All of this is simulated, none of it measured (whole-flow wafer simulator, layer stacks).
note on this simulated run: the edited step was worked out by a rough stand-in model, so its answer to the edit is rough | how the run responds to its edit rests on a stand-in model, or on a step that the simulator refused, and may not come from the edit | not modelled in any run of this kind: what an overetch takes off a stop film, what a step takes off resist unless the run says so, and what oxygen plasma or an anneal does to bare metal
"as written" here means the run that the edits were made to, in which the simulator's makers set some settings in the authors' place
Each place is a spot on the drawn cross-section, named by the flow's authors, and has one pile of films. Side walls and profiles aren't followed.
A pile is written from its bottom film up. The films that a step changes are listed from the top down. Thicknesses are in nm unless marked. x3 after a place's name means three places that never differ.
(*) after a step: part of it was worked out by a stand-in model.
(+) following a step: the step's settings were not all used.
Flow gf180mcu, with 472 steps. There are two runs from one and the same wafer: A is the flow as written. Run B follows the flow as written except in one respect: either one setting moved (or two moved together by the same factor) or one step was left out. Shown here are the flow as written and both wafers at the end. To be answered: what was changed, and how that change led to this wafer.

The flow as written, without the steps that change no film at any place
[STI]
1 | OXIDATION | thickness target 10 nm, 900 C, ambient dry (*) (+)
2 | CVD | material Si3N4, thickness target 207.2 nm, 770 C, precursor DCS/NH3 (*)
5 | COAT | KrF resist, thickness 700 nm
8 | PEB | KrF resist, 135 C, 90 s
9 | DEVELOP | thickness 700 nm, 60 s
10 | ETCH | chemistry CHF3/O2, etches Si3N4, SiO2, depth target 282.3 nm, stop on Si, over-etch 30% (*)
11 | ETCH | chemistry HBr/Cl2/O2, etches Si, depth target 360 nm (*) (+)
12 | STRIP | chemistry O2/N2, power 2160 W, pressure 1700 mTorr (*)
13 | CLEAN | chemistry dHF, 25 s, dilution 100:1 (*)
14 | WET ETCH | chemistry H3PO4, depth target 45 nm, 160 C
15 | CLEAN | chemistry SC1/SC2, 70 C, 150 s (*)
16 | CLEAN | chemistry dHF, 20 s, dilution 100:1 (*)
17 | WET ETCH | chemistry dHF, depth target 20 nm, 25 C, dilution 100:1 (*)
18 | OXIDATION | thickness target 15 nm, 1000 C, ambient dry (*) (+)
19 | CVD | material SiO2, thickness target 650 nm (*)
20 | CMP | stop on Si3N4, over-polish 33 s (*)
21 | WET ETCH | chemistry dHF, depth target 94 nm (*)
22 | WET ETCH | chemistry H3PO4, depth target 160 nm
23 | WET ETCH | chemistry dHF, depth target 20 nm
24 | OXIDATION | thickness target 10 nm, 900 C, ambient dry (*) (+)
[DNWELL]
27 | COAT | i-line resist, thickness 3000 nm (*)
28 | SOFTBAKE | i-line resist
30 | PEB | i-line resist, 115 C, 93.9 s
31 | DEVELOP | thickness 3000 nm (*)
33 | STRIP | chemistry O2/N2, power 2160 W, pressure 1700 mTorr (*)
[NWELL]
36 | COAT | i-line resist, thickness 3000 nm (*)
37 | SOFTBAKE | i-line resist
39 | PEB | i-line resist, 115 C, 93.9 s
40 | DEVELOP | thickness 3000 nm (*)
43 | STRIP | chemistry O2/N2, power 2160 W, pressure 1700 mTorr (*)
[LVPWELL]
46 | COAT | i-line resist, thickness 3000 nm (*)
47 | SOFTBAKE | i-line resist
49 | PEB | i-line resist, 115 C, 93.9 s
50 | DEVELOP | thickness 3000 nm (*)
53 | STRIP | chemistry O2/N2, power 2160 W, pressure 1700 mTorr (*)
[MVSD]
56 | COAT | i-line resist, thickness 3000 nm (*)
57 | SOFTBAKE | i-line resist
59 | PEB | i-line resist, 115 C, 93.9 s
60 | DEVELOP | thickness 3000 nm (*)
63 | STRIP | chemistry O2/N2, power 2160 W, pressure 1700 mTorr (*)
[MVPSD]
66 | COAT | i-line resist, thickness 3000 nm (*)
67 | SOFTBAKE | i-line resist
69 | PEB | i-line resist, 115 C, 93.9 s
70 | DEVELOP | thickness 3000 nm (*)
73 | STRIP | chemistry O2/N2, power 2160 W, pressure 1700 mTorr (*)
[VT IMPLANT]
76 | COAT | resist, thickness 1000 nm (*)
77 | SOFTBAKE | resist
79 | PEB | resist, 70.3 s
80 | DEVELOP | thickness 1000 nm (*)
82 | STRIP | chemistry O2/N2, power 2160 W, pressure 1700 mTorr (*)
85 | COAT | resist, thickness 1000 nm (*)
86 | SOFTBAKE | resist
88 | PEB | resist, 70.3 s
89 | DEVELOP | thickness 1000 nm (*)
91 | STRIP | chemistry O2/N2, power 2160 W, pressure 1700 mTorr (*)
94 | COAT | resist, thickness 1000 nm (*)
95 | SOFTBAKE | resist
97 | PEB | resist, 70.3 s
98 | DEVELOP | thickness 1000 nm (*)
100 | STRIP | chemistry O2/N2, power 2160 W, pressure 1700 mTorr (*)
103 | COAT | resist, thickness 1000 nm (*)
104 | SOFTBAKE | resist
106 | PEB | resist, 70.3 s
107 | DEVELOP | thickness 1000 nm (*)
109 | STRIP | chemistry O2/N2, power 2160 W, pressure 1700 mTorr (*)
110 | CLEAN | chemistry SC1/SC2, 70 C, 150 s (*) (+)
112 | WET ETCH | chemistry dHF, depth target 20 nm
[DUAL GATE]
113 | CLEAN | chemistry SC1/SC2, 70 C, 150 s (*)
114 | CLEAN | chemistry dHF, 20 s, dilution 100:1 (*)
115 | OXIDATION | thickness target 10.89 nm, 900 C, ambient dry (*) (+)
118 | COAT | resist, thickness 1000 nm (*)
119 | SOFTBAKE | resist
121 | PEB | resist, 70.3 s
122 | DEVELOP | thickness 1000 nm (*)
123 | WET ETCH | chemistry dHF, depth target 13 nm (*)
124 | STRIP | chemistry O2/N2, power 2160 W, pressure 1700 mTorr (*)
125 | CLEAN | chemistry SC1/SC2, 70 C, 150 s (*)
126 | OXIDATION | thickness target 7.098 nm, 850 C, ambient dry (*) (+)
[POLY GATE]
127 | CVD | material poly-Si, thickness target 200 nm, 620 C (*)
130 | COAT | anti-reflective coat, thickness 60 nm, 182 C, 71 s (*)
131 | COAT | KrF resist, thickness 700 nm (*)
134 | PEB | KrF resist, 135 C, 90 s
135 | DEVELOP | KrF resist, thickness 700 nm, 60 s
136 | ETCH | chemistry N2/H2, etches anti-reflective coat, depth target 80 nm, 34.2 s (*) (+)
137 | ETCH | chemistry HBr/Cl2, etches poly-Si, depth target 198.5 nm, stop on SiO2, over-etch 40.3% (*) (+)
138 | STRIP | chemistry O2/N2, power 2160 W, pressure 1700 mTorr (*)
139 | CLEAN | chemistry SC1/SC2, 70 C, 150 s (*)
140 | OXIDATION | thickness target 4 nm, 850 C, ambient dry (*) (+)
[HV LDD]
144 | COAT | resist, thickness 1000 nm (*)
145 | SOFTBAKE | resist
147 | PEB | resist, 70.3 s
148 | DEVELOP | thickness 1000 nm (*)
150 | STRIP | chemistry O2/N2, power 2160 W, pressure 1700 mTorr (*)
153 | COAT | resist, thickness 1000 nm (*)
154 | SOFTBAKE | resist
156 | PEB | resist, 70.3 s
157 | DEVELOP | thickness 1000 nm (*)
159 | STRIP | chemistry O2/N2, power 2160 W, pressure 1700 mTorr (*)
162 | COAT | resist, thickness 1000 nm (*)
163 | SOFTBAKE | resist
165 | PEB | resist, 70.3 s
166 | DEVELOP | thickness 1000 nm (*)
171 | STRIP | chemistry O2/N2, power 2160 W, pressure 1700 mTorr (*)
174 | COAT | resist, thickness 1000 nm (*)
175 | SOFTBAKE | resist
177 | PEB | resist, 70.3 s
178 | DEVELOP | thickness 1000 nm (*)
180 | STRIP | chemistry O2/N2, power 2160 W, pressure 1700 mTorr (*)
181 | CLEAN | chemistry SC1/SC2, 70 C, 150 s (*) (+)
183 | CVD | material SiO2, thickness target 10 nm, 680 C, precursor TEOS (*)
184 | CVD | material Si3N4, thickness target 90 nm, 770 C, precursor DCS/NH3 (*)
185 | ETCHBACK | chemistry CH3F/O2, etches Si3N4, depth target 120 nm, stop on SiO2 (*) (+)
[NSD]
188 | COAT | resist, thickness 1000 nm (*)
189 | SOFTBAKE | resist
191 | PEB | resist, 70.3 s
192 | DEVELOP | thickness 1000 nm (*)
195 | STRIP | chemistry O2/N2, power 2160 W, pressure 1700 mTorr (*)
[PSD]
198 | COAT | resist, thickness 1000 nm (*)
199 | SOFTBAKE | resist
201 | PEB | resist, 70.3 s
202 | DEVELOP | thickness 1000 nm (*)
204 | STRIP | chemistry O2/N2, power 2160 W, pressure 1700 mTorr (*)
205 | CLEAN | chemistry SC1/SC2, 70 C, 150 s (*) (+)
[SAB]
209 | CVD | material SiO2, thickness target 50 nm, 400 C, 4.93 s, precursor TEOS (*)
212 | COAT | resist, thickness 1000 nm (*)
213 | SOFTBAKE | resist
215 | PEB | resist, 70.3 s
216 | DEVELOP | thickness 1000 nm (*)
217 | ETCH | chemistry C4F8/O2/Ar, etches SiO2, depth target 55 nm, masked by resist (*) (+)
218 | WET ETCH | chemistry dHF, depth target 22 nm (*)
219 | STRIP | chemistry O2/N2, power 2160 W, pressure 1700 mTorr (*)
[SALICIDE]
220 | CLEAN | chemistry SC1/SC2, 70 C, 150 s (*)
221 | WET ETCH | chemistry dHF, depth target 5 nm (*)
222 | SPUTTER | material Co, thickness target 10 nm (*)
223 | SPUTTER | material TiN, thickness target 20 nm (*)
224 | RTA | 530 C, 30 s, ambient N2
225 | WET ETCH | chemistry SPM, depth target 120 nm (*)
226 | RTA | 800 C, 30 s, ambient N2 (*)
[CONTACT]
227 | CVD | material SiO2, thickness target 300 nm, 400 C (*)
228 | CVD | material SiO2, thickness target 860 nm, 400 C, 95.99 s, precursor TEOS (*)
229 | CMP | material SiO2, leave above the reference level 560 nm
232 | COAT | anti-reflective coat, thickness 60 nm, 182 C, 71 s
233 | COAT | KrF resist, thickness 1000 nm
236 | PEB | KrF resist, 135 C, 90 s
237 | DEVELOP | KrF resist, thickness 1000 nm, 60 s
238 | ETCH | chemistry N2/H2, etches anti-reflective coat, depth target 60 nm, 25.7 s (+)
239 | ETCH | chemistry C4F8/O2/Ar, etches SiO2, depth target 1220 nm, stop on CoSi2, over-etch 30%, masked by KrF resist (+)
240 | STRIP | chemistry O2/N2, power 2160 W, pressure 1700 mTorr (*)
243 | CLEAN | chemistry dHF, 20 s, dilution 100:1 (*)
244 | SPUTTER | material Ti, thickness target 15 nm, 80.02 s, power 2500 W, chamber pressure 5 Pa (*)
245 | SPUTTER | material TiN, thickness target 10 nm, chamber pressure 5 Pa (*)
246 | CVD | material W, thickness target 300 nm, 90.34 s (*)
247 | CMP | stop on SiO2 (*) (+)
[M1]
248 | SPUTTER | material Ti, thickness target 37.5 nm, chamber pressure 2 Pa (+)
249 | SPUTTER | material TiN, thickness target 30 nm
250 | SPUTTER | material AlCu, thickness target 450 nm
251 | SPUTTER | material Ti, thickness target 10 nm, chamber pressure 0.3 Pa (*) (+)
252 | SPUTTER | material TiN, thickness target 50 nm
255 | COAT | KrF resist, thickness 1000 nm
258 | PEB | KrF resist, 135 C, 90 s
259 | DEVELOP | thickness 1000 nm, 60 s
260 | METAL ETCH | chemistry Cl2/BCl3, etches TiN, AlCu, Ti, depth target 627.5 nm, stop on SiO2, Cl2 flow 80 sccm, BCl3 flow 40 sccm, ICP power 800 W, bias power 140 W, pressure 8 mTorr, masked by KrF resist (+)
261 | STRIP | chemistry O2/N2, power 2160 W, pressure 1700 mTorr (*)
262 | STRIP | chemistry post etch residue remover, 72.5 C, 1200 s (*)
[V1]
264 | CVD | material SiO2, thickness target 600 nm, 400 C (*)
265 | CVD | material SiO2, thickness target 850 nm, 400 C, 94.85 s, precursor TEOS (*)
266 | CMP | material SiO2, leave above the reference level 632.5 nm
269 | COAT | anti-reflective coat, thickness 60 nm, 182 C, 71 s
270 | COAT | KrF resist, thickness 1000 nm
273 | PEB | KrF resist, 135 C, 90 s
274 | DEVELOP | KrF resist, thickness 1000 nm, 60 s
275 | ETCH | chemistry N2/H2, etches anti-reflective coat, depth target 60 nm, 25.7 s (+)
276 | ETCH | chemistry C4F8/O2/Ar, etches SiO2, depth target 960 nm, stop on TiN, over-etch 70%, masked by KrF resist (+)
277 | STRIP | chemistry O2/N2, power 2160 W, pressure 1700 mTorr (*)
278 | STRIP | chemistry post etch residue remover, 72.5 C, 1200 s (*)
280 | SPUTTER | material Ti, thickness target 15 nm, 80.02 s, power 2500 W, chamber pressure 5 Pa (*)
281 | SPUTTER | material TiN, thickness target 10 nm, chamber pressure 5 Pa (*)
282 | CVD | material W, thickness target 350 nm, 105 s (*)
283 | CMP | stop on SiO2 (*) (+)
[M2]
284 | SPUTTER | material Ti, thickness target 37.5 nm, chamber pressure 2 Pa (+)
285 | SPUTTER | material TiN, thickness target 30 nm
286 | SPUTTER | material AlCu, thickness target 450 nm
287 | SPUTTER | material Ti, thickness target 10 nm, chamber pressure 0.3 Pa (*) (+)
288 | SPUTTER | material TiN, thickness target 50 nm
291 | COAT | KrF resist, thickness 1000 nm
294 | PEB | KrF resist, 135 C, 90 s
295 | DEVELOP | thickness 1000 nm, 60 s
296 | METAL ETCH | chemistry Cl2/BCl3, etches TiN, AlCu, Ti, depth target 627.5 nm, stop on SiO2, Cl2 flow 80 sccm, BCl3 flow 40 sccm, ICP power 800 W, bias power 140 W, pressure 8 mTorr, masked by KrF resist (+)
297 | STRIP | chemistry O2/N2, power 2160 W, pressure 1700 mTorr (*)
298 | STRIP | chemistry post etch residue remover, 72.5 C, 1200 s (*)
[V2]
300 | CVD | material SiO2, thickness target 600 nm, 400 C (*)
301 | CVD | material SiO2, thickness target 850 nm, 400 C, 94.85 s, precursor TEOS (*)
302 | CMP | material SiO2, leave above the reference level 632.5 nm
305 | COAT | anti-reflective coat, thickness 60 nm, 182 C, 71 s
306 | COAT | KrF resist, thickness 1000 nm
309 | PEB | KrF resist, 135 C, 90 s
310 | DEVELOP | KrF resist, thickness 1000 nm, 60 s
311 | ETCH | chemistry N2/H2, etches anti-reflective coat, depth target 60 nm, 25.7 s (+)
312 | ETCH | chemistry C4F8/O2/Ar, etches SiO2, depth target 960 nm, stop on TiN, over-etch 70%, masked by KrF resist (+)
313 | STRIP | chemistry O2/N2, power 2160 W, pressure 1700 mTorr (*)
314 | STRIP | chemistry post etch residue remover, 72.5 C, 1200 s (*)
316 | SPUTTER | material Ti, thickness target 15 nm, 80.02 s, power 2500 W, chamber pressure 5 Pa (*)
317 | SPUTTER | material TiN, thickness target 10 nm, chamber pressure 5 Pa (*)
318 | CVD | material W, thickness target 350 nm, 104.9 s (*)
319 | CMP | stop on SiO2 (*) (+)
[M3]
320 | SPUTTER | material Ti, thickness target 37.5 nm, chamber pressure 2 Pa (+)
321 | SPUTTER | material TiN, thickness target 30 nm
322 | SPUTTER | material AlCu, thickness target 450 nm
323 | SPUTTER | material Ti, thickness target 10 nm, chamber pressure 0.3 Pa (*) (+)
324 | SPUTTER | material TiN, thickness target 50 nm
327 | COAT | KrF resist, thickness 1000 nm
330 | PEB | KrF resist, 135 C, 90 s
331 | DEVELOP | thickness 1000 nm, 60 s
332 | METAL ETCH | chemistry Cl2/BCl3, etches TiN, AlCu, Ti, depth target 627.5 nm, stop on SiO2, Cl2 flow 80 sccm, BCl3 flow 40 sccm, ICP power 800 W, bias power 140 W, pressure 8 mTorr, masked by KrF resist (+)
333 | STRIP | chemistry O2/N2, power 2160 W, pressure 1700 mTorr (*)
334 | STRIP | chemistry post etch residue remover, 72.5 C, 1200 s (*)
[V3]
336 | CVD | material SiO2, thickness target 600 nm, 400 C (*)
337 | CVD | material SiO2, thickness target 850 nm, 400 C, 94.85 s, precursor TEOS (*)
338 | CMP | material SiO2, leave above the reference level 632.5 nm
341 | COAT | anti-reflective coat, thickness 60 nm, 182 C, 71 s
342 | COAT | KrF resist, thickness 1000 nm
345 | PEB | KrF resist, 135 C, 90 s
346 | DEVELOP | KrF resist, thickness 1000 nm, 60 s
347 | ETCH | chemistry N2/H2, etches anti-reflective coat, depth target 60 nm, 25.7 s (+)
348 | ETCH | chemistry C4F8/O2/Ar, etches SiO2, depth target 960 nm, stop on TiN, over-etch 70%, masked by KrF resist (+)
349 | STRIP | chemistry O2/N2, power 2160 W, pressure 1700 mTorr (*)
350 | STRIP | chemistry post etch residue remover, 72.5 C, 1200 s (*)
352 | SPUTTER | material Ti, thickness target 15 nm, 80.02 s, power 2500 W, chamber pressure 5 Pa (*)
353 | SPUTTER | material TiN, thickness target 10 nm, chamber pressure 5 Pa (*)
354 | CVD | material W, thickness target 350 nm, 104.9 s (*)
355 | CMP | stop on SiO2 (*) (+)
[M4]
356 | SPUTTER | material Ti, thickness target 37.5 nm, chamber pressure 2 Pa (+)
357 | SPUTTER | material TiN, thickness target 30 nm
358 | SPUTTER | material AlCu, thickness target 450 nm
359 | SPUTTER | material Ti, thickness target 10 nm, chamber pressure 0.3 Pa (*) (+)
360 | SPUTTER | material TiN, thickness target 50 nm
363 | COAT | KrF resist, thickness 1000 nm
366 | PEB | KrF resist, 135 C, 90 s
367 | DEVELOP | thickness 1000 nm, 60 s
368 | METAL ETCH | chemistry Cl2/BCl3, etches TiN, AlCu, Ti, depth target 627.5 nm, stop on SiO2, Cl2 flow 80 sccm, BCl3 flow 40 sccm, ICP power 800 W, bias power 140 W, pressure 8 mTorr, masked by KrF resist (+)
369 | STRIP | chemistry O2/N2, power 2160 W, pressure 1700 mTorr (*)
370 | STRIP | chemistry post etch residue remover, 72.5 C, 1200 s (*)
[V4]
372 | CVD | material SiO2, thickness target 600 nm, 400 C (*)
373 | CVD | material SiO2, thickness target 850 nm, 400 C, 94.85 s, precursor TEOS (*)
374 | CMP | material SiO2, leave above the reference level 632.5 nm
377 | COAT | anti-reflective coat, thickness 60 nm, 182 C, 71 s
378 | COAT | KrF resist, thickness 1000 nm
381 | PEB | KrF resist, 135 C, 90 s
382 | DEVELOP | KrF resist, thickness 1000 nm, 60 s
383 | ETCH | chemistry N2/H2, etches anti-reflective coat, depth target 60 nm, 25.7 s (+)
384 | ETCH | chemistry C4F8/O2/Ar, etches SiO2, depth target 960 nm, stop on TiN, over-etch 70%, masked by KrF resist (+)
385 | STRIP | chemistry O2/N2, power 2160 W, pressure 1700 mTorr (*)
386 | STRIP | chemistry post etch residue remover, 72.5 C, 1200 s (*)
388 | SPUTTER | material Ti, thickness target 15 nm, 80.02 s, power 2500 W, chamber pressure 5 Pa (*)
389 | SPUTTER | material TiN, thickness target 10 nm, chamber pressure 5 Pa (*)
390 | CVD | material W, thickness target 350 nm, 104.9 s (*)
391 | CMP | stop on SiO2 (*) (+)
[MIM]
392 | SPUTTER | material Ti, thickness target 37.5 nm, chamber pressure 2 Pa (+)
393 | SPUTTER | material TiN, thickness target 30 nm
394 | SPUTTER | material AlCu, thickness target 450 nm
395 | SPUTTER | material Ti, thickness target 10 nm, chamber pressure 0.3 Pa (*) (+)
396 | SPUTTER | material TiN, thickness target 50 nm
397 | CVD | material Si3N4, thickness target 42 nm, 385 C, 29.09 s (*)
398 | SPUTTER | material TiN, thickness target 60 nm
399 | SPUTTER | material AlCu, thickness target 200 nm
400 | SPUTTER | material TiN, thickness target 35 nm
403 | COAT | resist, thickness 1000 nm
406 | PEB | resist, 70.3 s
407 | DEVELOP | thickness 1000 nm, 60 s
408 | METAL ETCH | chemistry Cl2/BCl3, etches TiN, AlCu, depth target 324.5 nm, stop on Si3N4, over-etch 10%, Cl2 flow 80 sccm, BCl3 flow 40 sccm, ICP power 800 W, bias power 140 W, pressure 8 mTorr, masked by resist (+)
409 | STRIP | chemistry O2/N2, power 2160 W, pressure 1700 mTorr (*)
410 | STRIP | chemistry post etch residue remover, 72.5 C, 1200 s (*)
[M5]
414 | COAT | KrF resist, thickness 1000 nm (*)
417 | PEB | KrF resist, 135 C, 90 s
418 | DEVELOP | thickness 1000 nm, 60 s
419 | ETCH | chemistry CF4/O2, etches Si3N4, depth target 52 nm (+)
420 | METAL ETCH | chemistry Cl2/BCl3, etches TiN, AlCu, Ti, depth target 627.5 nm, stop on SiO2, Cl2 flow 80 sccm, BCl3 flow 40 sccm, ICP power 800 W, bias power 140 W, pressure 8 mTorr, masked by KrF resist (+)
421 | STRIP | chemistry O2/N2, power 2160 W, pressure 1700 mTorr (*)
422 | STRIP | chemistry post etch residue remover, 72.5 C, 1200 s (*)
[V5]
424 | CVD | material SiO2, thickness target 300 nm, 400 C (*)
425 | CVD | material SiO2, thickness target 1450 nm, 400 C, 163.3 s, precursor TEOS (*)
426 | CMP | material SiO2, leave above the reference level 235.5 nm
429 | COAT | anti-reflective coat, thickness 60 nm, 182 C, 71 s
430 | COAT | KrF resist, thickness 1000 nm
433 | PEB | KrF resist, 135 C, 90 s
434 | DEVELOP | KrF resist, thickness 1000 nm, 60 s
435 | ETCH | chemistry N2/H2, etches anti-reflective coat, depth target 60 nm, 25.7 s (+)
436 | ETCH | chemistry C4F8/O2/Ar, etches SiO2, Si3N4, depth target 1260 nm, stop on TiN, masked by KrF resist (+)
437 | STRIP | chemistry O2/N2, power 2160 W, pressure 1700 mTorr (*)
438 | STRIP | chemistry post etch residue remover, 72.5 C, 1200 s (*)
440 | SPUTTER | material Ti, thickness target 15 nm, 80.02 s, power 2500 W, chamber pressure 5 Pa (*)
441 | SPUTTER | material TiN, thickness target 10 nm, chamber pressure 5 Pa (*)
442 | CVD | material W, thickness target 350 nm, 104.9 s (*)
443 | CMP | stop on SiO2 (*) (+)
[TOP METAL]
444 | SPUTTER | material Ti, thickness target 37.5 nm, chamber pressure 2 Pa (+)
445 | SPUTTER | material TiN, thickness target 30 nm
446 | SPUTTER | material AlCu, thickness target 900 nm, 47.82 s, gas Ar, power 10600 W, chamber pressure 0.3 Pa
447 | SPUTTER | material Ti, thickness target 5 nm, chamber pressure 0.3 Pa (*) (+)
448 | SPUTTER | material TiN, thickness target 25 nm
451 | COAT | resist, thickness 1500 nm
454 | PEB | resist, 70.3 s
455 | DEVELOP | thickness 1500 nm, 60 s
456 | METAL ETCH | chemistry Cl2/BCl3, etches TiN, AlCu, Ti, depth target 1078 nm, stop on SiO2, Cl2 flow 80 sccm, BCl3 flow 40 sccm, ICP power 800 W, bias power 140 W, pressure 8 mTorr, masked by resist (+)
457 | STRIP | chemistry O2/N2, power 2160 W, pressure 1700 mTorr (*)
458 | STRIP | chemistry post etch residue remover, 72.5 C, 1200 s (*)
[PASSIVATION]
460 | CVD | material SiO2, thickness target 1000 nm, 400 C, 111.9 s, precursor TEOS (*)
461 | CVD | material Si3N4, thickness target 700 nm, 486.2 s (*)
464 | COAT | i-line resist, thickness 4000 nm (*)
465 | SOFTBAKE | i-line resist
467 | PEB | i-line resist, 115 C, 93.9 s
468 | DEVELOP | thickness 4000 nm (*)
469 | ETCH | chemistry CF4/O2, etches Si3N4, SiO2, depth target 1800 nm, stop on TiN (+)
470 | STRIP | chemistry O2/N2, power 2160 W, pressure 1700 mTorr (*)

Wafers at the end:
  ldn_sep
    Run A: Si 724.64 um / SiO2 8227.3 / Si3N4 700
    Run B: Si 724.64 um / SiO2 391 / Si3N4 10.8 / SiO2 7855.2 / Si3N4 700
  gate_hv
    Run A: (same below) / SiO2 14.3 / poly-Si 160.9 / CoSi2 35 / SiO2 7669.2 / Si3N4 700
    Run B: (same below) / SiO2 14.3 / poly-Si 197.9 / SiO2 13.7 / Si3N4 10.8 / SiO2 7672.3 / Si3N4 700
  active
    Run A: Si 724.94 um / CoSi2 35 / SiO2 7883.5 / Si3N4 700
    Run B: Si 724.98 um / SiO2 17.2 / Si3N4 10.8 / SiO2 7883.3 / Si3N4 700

The reason: step 185, ETCHBACK: depth target 75 nm was run, while the flow as written has depth target 120 nm.

How this came from the change, step by step:
  185 | ETCHBACK | chemistry CH3F/O2, etches Si3N4, depth target 120 nm, stop on SiO2 (*) (+)
      field, field__w1, field__w2 and 100 more: A Si3N4 loses 90 (all of it), SiO2 loses 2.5 | B Si3N4 loses 75
  189 | SOFTBAKE | resist
      field__w9: A resist gains 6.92 | B resist loses 3.14
      nw_enc_fld_lv: A resist gains 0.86 | B resist gains 5.57
  199 | SOFTBAKE | resist
      field__w9: A resist gains 6.92 | B resist loses 3.14
      nw_enc_fld_lv: A resist gains 0.86 | B resist gains 5.57
  205 | CLEAN | chemistry SC1/SC2, 70 C, 150 s (*) (+)
      field, field__w1, field__w2 and 105 more: A SiO2 loses 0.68 | B Si3N4 loses 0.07
  209 | CVD | material SiO2, thickness target 50 nm, 400 C, 4.93 s, precursor TEOS (*)
      field, field__w7, field__w8 and 73 more: A SiO2 gains 50 | B SiO2 gains 50 (new film)
      field_sub__w1, field_sub__w3, field_sub__w4, field_sub__w5, ld_drift_n: A SiO2 gains 48.9 | B SiO2 gains 48.8 (new film)
      (as well as at 27 more places)
  217 | ETCH | chemistry C4F8/O2/Ar, etches SiO2, depth target 55 nm, masked by resist (*) (+)
      field, field__w7, field__w8 and 70 more: A SiO2 loses 55 | B SiO2 loses 50 (all of it), Si3N4 loses 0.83
      field_sub__w1, field_sub__w3, field_sub__w4, field_sub__w5, ld_drift_n: A SiO2 loses 55 | B SiO2 loses 48.8 (all of it), Si3N4 loses 1.03
      (as well as at 21 more places)
  218 | WET ETCH | chemistry dHF, depth target 22 nm (*)
      gate, gate_hv, gate_p and 23 more: A SiO2 loses 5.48 (all of it) | B Si3N4 loses 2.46
      field, field__w10, sti and 14 more: A SiO2 loses 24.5 | B Si3N4 loses 2.46
      (as well as at 56 more places)
  219 | STRIP | chemistry O2/N2, power 2160 W, pressure 1700 mTorr (*)
      gate, gate_hv, gate_p and 23 more: A chemical SiO2 gains 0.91 (new film), poly-Si loses 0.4 | B nothing
      active, p_well, sd_n and 20 more: A chemical SiO2 gains 0.91 (new film), Si loses 0.4 | B nothing
  220 | CLEAN | chemistry SC1/SC2, 70 C, 150 s (*)
      field, field__w2, field__w7 and 40 more: A SiO2 loses 0.68 | B nothing
      field__w1, field__w3, field__w6, field__w12, m1, nw_enc_fld_lv, nw_enc_fld_lv__w3: A SiO2 loses 0.68 | B Si3N4 loses 0.07
  221 | WET ETCH | chemistry dHF, depth target 5 nm (*)
      active, p_well, gate and 46 more: A chemical SiO2 loses 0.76 (all of it) | B Si3N4 loses 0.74
      field, field__w1, field__w2 and 23 more: A SiO2 loses 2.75 | B Si3N4 loses 0.74
      (as well as at 24 more places)
  224 | RTA | 530 C, 30 s, ambient N2
      gate, gate_hv, gate_p and 22 more: A under 1 film: CoSi gains 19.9 (new film), Co loses 10 (all of it), poly-Si loses 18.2 | B nothing
      active, p_well, sd_n and 11 more: A under 1 film: CoSi gains 19.9 (new film), Co loses 10 (all of it), Si loses 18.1 | B nothing
      (as well as at 10 more places)
  225 | WET ETCH | chemistry SPM, depth target 120 nm (*)
      active, p_well, gate and 36 more: A TiN loses 20 (all of it) | B TiN loses 20 (all of it), Co loses 10 (all of it)
      sd_p: A TiN loses 17.9 (all of it) | B TiN loses 18.3 (all of it), Co loses 9.25 (all of it)
      (as well as at 9 more places)
  226 | RTA | 800 C, 30 s, ambient N2 (*)
      gate, gate_hv, gate_p and 22 more: A CoSi2 gains 35 (new film), CoSi loses 19.9 (all of it), poly-Si loses 18.2 | B nothing
      active, p_well, sd_n and 11 more: A CoSi2 gains 35 (new film), CoSi loses 19.9 (all of it), Si loses 18.1 | B nothing
      (as well as at 10 more places)
  227 | CVD | material SiO2, thickness target 300 nm, 400 C (*)
      field, field__w1, field__w2 and 47 more: A SiO2 gains 300 | B SiO2 gains 300 (new film)
  228 | CVD | material SiO2, thickness target 860 nm, 400 C, 95.99 s, precursor TEOS (*)
      ld_drift_p: A SiO2 gains 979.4 | B SiO2 gains 959.1
  229 | CMP | material SiO2, leave above the reference level 560 nm
      ldn_sep__w1, ldn_sep__w2, ldn_dft and 8 more: A SiO2 loses 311 | B SiO2 loses 328.3
      sti, mim_1p0, pad, dice_street, iso_nw_fld, iso_fld_sub: A SiO2 loses 296.8 | B SiO2 loses 314
      (as well as at 57 more places)
  ... another 4 steps ...
  471 | ANNEAL | 400 C, 1800 s, ambient N2/H2
      polyc_n, polyc_p: A nothing | B under 9 films: void gains 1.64 (new film), Ti loses 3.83, TiSi first gains 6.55 (new film), poly-Si loses 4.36
      contact: A nothing | B under 49 films: void gains 1.62 (new film), Ti loses 3.83, TiSi first gains 6.55 (new film), Si loses 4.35
With metal films that touch counted as one body, gate_hv has 0 bodies; the flow as written gives 1 body.
With metal films that touch counted as one body, active has 0 bodies; the flow as written gives 1 body.
